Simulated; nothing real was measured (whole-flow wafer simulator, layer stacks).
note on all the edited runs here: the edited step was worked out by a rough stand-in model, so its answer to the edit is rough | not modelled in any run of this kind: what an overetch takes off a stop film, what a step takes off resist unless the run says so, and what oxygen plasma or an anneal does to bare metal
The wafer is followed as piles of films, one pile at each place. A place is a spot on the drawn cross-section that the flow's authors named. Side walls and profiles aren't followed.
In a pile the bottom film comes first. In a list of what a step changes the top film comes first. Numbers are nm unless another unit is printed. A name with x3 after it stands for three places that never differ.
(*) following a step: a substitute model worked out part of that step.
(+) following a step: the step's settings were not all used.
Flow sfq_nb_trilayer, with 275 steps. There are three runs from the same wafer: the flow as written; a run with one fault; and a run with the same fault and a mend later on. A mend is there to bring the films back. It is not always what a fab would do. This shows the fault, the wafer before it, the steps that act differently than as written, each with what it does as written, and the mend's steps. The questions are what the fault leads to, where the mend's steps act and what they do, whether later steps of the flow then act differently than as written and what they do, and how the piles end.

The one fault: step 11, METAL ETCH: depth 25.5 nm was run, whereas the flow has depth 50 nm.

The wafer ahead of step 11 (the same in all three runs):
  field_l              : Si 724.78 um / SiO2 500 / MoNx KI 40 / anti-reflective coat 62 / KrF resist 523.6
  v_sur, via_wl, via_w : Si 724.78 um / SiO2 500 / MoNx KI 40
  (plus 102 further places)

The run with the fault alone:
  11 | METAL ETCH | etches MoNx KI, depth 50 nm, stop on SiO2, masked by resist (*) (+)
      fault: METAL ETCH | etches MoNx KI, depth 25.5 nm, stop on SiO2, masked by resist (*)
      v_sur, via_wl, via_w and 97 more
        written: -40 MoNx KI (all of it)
        fault: -25.5 MoNx KI
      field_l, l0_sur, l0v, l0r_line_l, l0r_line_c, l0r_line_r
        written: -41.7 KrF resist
        fault: -21.2 KrF resist
  Steps further on in the flow that do not act as written (8 more steps, not shown, differ only slightly: by at most 2% or 0.5 nm, whichever is larger):
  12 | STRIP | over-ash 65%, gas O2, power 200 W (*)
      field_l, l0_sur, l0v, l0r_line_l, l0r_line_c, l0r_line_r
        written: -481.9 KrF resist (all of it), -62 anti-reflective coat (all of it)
        fault: -502.3 KrF resist (all of it), -62 anti-reflective coat (all of it)
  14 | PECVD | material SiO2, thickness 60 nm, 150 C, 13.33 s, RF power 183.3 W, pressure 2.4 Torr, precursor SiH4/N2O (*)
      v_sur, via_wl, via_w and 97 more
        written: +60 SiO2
        fault: +60 SiO2 (new film)
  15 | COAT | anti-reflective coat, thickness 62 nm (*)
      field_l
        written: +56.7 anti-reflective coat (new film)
        fault: +58.4 anti-reflective coat (new film)
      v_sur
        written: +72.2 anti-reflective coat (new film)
        fault: +68.6 anti-reflective coat (new film)
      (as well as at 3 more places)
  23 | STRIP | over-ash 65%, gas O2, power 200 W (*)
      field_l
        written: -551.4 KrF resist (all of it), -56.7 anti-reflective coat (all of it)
        fault: -554.5 KrF resist (all of it), -58.4 anti-reflective coat (all of it)
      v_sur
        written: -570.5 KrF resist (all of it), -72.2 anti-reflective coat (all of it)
        fault: -566.3 KrF resist (all of it), -68.6 anti-reflective coat (all of it)
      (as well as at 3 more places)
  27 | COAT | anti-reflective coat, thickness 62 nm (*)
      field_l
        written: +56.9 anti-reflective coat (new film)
        fault: +58.6 anti-reflective coat (new film)
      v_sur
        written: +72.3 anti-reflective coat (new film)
        fault: +68.5 anti-reflective coat (new film)
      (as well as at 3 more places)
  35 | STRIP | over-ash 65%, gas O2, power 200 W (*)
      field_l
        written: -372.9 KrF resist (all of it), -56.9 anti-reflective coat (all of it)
        fault: -376.3 KrF resist (all of it), -58.6 anti-reflective coat (all of it)
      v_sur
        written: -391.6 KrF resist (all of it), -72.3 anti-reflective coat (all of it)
        fault: -388.2 KrF resist (all of it), -68.5 anti-reflective coat (all of it)
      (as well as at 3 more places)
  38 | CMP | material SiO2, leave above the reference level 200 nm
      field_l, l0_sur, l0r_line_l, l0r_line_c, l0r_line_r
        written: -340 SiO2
        fault: -325.5 SiO2
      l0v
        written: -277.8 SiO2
        fault: -263.3 SiO2
  The piles end different from the flow's at v_sur, via_wl, via_w and 97 more by more than 2% or 0.5 nm, whichever is larger.
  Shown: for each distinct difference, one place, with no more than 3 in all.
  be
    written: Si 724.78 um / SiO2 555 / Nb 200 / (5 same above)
    fault: Si 724.78 um / SiO2 500 / MoNx KI 14.5 / SiO2 55 / Nb 200 / (5 same above)
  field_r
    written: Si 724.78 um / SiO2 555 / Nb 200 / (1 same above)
    fault: Si 724.78 um / SiO2 500 / MoNx KI 14.5 / SiO2 55 / Nb 200 / (1 same above)
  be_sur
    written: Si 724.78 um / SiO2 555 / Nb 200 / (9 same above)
    fault: Si 724.78 um / SiO2 500 / MoNx KI 14.5 / SiO2 55 / Nb 200 / (9 same above)

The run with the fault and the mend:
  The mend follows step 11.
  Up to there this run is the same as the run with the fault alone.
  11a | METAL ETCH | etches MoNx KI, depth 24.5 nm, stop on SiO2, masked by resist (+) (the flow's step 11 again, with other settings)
      v_sur, via_wl, via_w and 97 more
        -14.5 MoNx KI (all of it)
      field_l, l0_sur, l0v, l0r_line_l, l0r_line_c, l0r_line_r
        -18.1 KrF resist
  Every later step of the flow that is run acts as written, at every place that is followed, to within 2% or 0.5 nm, whichever is larger.
  At every place that both follow, the piles at the end match the flow's.
